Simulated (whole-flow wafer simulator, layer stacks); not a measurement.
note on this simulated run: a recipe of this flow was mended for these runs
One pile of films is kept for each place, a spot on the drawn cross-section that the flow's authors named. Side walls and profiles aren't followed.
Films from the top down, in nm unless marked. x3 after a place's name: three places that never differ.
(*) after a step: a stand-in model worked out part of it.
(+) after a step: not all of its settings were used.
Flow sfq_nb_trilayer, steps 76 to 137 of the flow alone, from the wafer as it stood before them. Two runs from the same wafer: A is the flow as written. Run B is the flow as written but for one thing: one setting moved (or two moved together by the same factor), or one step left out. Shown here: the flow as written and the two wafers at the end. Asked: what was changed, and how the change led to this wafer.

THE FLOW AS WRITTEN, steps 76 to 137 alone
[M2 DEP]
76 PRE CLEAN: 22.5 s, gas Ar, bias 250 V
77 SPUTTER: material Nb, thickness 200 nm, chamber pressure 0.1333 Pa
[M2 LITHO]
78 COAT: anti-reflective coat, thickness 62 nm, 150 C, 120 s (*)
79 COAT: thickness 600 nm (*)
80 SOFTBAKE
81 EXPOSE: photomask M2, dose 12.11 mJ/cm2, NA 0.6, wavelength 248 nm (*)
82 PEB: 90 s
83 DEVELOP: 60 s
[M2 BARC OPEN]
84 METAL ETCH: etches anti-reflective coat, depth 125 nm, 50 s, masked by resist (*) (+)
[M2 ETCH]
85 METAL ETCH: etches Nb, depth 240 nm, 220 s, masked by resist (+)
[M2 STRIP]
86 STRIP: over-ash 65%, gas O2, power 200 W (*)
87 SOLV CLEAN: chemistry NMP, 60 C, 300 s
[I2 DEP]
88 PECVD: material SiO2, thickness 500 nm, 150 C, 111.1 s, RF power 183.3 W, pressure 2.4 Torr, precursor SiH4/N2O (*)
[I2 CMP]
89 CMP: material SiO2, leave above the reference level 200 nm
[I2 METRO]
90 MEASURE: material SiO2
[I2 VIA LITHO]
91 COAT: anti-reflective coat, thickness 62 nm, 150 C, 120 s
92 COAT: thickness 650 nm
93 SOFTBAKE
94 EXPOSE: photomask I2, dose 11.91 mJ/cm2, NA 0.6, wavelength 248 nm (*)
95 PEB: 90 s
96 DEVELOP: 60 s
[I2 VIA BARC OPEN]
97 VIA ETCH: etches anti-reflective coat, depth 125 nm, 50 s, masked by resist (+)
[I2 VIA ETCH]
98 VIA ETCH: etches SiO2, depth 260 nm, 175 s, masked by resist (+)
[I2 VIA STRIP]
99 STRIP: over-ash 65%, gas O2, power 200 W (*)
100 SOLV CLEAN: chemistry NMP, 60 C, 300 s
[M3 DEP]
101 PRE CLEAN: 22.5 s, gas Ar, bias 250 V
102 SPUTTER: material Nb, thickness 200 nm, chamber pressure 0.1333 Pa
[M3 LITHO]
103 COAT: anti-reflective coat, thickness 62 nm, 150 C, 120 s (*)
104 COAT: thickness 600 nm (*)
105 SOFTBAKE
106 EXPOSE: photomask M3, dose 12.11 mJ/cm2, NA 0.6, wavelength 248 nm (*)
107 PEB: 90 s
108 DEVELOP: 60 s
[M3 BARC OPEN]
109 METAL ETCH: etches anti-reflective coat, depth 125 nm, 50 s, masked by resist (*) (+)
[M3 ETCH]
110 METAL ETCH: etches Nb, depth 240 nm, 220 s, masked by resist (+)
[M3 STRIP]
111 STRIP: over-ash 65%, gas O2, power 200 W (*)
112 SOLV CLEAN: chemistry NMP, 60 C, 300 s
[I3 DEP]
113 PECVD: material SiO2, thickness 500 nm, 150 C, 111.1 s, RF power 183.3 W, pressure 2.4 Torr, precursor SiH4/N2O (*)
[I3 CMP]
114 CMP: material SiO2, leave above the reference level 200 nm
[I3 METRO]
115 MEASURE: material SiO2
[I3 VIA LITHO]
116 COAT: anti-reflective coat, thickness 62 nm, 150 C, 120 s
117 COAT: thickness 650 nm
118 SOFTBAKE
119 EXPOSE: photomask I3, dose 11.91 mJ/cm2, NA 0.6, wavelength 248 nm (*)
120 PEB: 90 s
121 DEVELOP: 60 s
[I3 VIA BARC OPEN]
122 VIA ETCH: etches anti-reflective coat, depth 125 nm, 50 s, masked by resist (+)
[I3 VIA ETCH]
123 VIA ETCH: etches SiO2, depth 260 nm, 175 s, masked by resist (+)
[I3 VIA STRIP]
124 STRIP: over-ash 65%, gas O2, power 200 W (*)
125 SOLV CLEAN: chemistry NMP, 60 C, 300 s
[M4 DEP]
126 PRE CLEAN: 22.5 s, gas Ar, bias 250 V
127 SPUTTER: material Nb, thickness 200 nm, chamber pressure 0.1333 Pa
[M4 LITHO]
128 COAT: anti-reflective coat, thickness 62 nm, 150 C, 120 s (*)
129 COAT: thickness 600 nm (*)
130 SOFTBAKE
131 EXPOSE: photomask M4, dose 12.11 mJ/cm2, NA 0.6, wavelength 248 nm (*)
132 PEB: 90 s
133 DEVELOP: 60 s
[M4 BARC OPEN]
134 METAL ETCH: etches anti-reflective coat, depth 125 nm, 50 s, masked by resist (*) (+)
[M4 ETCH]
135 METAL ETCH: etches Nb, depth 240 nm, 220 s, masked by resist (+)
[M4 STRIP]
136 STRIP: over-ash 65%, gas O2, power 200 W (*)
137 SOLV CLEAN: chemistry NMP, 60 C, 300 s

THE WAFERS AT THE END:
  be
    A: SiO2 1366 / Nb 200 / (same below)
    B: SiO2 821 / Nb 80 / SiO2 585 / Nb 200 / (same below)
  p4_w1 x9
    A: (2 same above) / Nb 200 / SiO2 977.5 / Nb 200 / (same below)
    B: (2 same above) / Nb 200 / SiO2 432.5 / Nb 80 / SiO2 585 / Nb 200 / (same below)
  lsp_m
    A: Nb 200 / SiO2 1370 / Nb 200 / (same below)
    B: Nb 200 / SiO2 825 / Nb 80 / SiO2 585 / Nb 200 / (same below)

The cause: step 77, SPUTTER: thickness 320 nm was run, where the flow has thickness 200 nm.

How the change led to this, step by step:
  77 SPUTTER: material Nb, thickness 200 nm, chamber pressure 0.1333 Pa
      field_l, v_sur, via_wl and 102 more: A Nb +200 (new film) | B Nb +320 (new film)
      via_v: A Nb +172.8 | B Nb +278.1
  78 COAT: anti-reflective coat, thickness 62 nm, 150 C, 120 s (*)
      via_v: A anti-reflective coat +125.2 (new film) | B anti-reflective coat +128.1 (new film)
  85 METAL ETCH: etches Nb, depth 240 nm, 220 s, masked by resist (+)
      field_l, be, be_sur and 81 more: A Nb -200 (all of it), SiO2 -4 | B Nb -240
  86 STRIP: over-ash 65%, gas O2, power 200 W (*)
      via_v: A KrF-resist-other-grade -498 (all of it), anti-reflective coat -125.2 (all of it) | B KrF-resist-other-grade -508 (all of it), anti-reflective coat -128.1 (all of it)
  88 PECVD: material SiO2, thickness 500 nm, 150 C, 111.1 s, RF power 183.3 W, pressure 2.4 Torr, precursor SiH4/N2O (*)
      field_l, be, be_sur and 81 more: A SiO2 +500 | B SiO2 +500 (new film)
  89 CMP: material SiO2, leave above the reference level 200 nm
      field_l, be, be_sur and 81 more: A SiO2 -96 | B SiO2 -60
      via_v: A SiO2 -181.6 | B SiO2 -157.1
Counting metal films that touch as one body, be has 2 bodies (between them, from the top down: SiO2 585); the flow as written gives 1 body.
Counting metal films that touch as one body, p4_w1 x9 has 4 bodies (between them, from the top down: SiO2 192.5; SiO2 432.5; SiO2 585); the flow as written gives 3 bodies (between them, from the top down: SiO2 192.5; SiO2 977.5).
Counting metal films that touch as one body, lsp_m has 3 bodies (between them, from the top down: SiO2 825; SiO2 585); the flow as written gives 2 bodies (between them, from the top down: SiO2 1370).
